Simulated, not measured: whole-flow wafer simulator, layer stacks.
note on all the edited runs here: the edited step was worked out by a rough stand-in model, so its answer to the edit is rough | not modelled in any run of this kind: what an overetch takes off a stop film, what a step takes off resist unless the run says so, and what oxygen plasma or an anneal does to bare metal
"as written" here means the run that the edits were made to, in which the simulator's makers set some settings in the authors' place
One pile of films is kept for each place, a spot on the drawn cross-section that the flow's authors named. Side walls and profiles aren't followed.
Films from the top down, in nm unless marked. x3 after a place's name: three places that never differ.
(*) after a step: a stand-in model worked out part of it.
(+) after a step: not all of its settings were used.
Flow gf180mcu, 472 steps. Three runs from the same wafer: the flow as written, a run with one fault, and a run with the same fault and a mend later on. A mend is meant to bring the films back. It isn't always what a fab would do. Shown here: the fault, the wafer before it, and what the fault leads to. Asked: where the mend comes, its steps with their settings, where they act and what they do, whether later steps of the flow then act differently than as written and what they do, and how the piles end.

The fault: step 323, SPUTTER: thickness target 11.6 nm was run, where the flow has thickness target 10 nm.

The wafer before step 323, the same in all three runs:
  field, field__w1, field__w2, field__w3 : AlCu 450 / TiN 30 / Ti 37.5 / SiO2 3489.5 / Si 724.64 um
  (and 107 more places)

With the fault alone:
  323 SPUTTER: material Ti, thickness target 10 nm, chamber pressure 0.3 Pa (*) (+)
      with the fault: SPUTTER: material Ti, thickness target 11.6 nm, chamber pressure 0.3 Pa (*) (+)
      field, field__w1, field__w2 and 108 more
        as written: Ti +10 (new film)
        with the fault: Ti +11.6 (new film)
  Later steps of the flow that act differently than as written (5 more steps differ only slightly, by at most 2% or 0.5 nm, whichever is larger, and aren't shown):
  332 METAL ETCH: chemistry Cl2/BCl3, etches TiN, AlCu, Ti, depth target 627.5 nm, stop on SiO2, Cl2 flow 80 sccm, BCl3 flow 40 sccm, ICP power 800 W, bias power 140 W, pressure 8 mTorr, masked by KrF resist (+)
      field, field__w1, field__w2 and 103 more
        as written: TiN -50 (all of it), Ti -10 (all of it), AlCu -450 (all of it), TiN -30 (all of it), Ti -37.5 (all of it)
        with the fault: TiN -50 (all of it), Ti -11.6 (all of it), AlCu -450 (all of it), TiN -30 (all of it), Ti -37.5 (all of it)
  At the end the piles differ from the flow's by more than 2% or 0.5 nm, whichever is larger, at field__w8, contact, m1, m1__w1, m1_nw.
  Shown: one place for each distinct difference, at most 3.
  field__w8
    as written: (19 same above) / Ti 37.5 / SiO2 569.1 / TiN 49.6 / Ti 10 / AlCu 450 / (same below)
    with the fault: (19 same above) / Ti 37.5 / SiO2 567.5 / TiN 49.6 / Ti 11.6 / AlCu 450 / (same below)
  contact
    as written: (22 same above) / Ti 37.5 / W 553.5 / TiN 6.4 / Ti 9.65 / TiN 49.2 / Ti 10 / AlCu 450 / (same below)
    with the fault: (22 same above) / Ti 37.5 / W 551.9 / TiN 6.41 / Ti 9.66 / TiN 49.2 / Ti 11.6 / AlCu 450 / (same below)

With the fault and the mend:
  The mend comes after step 323.
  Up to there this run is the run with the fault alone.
  323a METAL ETCH: chemistry Cl2/BCl3, etches TiN, AlCu, Ti, depth target 1.6 nm, Cl2 flow 80 sccm, BCl3 flow 40 sccm, ICP power 800 W, bias power 140 W, pressure 8 mTorr (the flow's step 260 once more, with other settings)
      field, field__w1, field__w2 and 108 more
        Ti -1.6
  No later step of the flow acts differently than as written at any place that is followed.
  At the end the piles are the same as the flow's at every place that both follow.
